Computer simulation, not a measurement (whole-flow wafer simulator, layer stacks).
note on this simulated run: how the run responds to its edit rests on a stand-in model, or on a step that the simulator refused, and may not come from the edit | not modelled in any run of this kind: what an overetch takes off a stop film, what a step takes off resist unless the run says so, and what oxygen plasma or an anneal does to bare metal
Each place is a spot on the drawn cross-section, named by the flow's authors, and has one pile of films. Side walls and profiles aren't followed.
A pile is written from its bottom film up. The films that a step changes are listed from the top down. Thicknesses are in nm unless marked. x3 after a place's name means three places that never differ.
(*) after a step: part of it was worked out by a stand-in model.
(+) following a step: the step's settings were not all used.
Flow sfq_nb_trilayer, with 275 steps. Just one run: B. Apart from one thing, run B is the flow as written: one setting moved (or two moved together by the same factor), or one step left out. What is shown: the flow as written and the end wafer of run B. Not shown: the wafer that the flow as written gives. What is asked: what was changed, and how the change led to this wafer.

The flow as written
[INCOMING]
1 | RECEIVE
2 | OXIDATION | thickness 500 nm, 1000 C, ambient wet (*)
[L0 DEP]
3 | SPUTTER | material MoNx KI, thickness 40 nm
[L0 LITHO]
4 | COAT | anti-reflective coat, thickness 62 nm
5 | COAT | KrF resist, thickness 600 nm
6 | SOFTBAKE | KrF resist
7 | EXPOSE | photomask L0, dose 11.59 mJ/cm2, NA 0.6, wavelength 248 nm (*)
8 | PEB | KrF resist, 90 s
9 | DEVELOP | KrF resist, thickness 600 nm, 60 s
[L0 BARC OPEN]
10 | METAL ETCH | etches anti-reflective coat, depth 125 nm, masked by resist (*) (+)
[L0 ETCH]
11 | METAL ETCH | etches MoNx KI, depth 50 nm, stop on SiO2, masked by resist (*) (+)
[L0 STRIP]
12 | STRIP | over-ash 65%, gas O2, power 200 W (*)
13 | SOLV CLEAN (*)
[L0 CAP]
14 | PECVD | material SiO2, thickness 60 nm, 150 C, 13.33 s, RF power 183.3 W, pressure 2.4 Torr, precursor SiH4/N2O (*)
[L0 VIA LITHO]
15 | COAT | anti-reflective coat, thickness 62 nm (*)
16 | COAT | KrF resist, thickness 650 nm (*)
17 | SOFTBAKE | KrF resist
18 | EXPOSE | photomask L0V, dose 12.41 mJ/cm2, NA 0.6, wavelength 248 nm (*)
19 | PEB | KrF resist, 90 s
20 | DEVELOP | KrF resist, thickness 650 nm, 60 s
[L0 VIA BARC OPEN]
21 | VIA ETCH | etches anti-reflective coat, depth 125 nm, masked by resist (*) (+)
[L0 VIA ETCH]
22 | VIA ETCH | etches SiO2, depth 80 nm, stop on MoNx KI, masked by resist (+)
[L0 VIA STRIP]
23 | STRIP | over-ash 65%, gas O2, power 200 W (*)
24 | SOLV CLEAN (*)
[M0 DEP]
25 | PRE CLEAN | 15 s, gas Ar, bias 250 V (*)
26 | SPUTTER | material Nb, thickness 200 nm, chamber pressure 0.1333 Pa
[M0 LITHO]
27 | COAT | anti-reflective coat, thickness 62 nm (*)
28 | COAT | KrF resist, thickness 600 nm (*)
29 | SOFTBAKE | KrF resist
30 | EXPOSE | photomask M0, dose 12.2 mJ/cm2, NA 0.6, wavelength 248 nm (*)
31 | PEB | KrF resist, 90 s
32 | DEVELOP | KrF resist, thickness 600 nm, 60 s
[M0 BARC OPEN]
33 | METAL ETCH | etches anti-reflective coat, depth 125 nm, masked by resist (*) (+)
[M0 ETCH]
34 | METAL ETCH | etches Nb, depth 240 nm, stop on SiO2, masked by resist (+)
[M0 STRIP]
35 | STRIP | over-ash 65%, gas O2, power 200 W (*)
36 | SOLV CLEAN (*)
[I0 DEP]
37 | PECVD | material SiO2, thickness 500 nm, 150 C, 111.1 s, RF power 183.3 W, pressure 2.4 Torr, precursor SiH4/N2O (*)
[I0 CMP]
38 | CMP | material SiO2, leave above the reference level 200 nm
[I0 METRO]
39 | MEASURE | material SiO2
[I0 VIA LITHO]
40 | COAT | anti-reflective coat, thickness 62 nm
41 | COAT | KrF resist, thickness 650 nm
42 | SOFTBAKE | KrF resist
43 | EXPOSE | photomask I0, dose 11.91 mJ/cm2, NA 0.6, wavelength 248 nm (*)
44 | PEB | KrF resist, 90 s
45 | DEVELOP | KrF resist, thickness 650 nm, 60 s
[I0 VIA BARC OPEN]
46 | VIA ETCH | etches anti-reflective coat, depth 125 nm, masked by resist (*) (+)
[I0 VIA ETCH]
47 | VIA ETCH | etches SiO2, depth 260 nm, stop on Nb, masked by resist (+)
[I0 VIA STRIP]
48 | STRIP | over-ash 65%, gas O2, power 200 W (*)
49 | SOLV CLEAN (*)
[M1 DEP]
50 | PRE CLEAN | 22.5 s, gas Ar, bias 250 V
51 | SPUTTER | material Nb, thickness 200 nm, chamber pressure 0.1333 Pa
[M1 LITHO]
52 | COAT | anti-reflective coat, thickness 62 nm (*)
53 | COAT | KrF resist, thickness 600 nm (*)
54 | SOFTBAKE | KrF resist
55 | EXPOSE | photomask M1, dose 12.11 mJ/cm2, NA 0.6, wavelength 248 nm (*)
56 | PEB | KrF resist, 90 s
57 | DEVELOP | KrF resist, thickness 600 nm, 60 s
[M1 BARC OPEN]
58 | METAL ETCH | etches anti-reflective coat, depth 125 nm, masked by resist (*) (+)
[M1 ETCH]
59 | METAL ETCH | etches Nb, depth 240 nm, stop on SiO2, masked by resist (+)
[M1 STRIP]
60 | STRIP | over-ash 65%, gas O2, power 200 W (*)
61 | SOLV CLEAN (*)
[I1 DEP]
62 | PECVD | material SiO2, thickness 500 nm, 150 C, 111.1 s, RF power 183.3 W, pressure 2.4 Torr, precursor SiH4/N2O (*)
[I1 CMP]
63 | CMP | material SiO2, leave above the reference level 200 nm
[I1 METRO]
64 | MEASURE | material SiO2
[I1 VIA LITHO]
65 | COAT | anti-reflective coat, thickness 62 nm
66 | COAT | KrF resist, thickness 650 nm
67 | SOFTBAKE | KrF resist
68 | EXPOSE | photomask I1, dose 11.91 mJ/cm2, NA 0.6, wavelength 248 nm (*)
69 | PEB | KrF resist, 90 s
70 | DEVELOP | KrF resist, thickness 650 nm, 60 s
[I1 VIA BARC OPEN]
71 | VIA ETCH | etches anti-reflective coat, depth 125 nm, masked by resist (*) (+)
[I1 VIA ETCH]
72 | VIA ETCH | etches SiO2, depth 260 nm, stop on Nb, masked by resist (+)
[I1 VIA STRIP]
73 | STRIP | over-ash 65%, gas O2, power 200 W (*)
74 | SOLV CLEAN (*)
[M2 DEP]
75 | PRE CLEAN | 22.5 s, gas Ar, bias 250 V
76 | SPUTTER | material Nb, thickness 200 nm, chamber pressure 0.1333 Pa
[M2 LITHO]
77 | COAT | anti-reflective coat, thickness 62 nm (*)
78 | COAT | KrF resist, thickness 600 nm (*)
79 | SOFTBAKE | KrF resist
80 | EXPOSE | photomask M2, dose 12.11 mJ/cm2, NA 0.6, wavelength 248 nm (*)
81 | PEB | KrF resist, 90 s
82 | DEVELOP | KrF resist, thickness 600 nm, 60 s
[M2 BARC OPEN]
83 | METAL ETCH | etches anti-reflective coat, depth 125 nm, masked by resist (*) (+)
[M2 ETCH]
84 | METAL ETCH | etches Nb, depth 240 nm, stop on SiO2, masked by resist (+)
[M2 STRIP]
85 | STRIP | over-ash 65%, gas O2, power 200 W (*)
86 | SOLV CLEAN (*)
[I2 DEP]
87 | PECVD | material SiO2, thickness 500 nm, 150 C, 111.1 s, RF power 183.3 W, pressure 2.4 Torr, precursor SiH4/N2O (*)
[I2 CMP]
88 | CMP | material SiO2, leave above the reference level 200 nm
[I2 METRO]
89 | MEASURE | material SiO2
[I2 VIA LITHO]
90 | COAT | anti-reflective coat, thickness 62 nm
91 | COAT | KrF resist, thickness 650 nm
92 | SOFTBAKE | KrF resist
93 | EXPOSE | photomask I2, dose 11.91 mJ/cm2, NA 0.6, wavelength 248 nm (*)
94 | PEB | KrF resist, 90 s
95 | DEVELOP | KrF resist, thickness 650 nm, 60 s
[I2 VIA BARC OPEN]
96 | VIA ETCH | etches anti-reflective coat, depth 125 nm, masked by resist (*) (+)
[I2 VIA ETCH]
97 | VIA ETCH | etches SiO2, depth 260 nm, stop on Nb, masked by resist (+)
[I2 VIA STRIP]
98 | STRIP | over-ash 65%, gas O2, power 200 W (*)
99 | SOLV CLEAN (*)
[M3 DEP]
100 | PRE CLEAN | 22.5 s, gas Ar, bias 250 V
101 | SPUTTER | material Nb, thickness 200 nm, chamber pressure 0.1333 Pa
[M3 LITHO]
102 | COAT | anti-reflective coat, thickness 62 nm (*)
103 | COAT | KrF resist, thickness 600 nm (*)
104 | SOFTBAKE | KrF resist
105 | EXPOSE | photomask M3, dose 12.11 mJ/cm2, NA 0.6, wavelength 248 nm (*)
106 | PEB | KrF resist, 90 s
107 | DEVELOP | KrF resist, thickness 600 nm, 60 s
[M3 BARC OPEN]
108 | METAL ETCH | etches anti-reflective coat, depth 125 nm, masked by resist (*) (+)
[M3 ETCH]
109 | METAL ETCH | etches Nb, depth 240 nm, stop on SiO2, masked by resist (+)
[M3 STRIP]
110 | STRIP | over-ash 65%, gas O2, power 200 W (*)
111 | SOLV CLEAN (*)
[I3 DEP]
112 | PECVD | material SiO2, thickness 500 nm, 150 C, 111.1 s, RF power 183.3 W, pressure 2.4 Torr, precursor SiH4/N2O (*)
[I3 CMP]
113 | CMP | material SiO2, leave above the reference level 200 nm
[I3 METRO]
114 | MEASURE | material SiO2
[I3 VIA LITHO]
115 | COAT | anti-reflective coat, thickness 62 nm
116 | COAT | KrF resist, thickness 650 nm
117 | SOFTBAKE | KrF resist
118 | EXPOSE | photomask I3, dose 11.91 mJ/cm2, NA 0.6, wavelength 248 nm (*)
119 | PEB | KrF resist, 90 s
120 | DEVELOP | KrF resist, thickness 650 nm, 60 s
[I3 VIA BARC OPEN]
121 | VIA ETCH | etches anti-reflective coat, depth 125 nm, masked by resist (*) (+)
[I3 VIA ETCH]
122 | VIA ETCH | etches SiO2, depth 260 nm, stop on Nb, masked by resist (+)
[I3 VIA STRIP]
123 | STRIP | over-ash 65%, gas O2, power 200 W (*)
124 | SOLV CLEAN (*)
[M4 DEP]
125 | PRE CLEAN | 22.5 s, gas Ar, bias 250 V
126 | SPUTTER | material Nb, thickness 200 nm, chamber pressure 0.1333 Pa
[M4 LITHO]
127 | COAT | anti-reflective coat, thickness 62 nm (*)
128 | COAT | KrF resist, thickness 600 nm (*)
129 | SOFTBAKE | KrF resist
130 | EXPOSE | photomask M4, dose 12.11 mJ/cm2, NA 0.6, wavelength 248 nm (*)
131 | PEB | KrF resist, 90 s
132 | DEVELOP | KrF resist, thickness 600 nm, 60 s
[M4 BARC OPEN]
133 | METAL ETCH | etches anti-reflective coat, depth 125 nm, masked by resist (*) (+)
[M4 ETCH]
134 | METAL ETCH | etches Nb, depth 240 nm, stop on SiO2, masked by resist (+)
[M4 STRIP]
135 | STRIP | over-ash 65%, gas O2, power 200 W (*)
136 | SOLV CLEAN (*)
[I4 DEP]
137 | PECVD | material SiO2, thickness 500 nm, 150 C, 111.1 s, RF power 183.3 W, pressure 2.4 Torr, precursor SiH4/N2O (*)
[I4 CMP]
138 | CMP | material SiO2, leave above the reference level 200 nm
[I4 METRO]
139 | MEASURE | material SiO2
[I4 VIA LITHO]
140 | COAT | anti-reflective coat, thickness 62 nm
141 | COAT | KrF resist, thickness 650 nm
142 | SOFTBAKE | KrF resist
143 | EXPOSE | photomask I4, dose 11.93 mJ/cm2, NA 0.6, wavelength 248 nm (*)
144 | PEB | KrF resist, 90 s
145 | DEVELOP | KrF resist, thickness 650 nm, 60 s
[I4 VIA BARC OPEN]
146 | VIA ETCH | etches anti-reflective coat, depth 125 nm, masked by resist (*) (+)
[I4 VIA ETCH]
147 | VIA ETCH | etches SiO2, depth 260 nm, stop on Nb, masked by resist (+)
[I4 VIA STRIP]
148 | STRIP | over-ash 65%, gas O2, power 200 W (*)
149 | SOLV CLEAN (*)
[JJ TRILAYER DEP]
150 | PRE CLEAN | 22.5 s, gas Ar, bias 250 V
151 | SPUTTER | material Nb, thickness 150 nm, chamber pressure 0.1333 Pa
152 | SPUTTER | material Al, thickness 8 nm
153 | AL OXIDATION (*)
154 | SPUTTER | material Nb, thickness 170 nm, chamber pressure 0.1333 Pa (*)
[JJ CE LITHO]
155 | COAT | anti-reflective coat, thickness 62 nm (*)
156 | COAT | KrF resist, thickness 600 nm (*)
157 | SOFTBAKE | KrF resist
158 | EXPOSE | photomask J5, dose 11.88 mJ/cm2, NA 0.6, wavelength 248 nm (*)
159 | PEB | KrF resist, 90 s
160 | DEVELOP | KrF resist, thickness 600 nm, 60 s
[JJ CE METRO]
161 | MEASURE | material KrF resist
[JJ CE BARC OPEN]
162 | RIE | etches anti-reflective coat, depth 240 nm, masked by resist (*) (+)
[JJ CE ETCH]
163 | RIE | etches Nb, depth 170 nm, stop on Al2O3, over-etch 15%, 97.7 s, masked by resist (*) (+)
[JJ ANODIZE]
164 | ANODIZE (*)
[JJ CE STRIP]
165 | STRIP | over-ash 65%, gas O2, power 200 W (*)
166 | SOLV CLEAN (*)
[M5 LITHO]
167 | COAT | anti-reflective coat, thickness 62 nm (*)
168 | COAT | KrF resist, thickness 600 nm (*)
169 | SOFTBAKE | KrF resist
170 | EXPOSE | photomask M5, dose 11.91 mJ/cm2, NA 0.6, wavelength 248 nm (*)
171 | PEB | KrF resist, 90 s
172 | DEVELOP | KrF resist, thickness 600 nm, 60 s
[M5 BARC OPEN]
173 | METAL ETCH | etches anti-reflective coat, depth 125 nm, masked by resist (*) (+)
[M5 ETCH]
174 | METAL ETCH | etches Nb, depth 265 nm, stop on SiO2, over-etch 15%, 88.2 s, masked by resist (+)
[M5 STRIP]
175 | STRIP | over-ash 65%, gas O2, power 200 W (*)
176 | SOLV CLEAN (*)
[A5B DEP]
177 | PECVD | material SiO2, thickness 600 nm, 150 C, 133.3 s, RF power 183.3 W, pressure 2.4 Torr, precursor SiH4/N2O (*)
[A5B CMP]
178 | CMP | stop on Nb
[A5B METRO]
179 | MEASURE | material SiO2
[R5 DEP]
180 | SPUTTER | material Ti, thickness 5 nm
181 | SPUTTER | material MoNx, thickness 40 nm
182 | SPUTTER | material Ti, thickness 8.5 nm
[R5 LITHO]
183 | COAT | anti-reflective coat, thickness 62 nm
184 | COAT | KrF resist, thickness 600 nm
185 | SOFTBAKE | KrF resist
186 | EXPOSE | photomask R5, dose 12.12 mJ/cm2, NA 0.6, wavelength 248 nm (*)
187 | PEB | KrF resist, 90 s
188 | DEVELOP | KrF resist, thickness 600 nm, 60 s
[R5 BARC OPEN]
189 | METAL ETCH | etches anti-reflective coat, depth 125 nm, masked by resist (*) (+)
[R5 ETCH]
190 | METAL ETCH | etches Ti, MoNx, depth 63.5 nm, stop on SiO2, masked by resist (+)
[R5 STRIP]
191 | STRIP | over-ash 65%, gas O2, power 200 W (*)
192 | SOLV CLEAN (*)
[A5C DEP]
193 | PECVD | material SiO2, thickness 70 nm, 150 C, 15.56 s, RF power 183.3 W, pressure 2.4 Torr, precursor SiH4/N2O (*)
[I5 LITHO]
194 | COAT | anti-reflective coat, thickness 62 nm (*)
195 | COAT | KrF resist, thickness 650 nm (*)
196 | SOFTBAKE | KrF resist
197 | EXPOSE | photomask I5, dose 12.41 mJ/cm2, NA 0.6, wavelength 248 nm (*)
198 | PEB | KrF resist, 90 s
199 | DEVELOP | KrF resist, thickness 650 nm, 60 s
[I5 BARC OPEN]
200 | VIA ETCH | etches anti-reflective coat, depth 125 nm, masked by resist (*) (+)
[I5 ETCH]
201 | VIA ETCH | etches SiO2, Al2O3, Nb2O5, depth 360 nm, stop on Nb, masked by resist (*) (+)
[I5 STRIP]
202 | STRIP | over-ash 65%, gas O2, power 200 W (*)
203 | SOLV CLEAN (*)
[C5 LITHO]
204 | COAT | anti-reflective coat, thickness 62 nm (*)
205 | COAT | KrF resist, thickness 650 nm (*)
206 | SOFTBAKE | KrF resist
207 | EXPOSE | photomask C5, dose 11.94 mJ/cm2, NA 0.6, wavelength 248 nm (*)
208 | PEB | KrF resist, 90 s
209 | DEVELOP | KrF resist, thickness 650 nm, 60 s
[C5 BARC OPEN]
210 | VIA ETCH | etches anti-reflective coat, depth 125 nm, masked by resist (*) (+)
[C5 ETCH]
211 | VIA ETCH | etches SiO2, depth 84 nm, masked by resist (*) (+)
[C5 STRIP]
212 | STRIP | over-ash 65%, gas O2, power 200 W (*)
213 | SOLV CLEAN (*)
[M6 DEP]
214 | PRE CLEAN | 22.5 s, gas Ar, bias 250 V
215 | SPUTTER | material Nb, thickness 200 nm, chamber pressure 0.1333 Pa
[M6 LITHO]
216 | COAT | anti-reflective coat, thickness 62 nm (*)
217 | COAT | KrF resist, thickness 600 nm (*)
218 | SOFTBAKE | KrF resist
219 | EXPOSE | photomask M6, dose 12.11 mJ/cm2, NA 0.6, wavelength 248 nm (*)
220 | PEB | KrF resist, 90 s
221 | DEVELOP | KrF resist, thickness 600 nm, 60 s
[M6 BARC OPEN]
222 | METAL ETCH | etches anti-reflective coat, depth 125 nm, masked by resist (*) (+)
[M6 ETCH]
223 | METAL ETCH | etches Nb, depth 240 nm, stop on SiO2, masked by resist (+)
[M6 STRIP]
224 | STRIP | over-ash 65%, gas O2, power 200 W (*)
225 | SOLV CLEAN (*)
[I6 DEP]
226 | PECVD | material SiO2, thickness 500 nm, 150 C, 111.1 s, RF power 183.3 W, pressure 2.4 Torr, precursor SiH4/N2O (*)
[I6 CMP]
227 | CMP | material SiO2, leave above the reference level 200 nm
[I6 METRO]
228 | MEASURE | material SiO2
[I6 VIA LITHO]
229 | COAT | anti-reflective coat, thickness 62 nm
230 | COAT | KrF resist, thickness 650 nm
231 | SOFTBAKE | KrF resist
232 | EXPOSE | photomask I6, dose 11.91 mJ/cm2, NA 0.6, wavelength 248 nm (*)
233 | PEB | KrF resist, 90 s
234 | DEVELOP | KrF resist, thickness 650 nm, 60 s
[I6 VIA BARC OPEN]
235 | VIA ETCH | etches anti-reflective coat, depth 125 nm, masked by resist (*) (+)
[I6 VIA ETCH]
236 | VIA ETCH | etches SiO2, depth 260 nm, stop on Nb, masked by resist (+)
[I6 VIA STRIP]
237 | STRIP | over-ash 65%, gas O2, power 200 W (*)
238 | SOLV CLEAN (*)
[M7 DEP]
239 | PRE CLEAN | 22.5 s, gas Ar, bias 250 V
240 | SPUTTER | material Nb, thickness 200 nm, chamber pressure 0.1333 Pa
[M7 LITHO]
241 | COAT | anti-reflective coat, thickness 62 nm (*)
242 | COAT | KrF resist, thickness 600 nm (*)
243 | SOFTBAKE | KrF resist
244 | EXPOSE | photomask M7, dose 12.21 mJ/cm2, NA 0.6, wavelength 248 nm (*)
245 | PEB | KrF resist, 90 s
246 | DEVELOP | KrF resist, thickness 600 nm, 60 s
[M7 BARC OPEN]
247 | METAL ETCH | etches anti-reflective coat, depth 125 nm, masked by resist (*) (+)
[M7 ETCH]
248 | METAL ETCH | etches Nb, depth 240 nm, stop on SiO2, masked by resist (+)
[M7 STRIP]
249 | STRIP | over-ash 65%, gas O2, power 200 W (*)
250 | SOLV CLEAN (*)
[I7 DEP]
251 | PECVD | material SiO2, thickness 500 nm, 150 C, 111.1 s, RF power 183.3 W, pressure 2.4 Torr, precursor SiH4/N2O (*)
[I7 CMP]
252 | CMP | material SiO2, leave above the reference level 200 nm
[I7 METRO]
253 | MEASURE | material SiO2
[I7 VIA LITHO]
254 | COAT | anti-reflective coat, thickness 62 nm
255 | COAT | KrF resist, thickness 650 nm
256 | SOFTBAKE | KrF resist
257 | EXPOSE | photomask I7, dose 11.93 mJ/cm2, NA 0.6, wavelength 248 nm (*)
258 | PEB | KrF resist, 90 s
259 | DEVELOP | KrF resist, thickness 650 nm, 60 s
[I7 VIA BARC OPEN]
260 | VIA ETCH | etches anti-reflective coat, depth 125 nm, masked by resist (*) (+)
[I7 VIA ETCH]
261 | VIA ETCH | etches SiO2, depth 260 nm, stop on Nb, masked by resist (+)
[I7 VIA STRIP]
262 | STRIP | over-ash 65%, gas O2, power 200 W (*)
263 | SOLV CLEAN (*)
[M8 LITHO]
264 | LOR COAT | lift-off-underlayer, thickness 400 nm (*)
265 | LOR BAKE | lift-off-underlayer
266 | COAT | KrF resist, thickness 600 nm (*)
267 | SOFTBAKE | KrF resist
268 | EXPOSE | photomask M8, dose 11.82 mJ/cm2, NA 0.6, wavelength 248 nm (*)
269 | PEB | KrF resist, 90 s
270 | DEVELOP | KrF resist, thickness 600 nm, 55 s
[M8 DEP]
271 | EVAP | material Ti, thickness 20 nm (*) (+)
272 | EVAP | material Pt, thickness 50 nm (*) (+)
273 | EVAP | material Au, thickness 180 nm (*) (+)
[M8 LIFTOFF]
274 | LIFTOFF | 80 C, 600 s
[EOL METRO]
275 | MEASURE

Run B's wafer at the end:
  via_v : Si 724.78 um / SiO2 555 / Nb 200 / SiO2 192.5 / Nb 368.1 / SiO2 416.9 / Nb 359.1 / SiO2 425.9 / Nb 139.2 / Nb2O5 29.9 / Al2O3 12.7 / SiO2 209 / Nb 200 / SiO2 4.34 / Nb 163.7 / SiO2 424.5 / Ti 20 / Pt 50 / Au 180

The reason: step 236, VIA ETCH: depth 188 nm was run, though the flow has depth 260 nm.

How this came from the change, step by step:
  236 | VIA ETCH | etches SiO2, depth 260 nm, stop on Nb, masked by resist (+)
      via_v: SiO2 loses 188 (it would be, as written: SiO2 loses 199.8 (all of it))
      field_l, v_sur, via_wl and 102 more: KrF resist loses 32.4 (it would be, as written: KrF resist loses 44.8)
  237 | STRIP | over-ash 65%, gas O2, power 200 W (*)
      field_l, v_sur, via_wl and 102 more: KrF resist loses 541 (all of it), anti-reflective coat loses 62 (all of it) (it would be, as written: KrF resist loses 528.6 (all of it), anti-reflective coat loses 62 (all of it))
  239 | PRE CLEAN | 22.5 s, gas Ar, bias 250 V
      via_v: SiO2 loses 7.5 (it would be, as written: Nb loses 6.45)
  240 | SPUTTER | material Nb, thickness 200 nm, chamber pressure 0.1333 Pa
      via_v: Nb gains 163.7 (new film) (it would be, as written: Nb gains 161.1)
  241 | COAT | anti-reflective coat, thickness 62 nm (*)
      via_sp: anti-reflective coat gains 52 (new film) (it would be, as written: anti-reflective coat gains 53.1 (new film))
      via_v: anti-reflective coat gains 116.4 (new film) (it would be, as written: anti-reflective coat gains 126 (new film))
      (as well as at 1 more place)
  249 | STRIP | over-ash 65%, gas O2, power 200 W (*)
      via_sp: KrF resist loses 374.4 (all of it), anti-reflective coat loses 52 (all of it) (it would be, as written: KrF resist loses 373.6 (all of it), anti-reflective coat loses 53.1 (all of it))
      via_v: KrF resist loses 520.7 (all of it), anti-reflective coat loses 116.4 (all of it) (it would be, as written: KrF resist loses 524.5 (all of it), anti-reflective coat loses 126 (all of it))
      (as well as at 1 more place)
  251 | PECVD | material SiO2, thickness 500 nm, 150 C, 111.1 s, RF power 183.3 W, pressure 2.4 Torr, precursor SiH4/N2O (*)
      via_v: SiO2 gains 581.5 (new film) (it would be, as written: SiO2 gains 621 (new film))
  252 | CMP | material SiO2, leave above the reference level 200 nm
      via_v: SiO2 loses 157.1 (it would be, as written: SiO2 loses 183.1)
If metal films that touch count as one body, via_v has 7 bodies (between them, from the top down: SiO2 424.5; SiO2 4.34; SiO2 209 / Al2O3 12.7 / Nb2O5 29.9; SiO2 425.9; SiO2 416.9; SiO2 192.5); the flow as written gives 6 bodies (between them, from the top down: SiO2 437.8; SiO2 209 / Al2O3 12.7 / Nb2O5 29.9; SiO2 425.9; SiO2 416.9; SiO2 192.5).
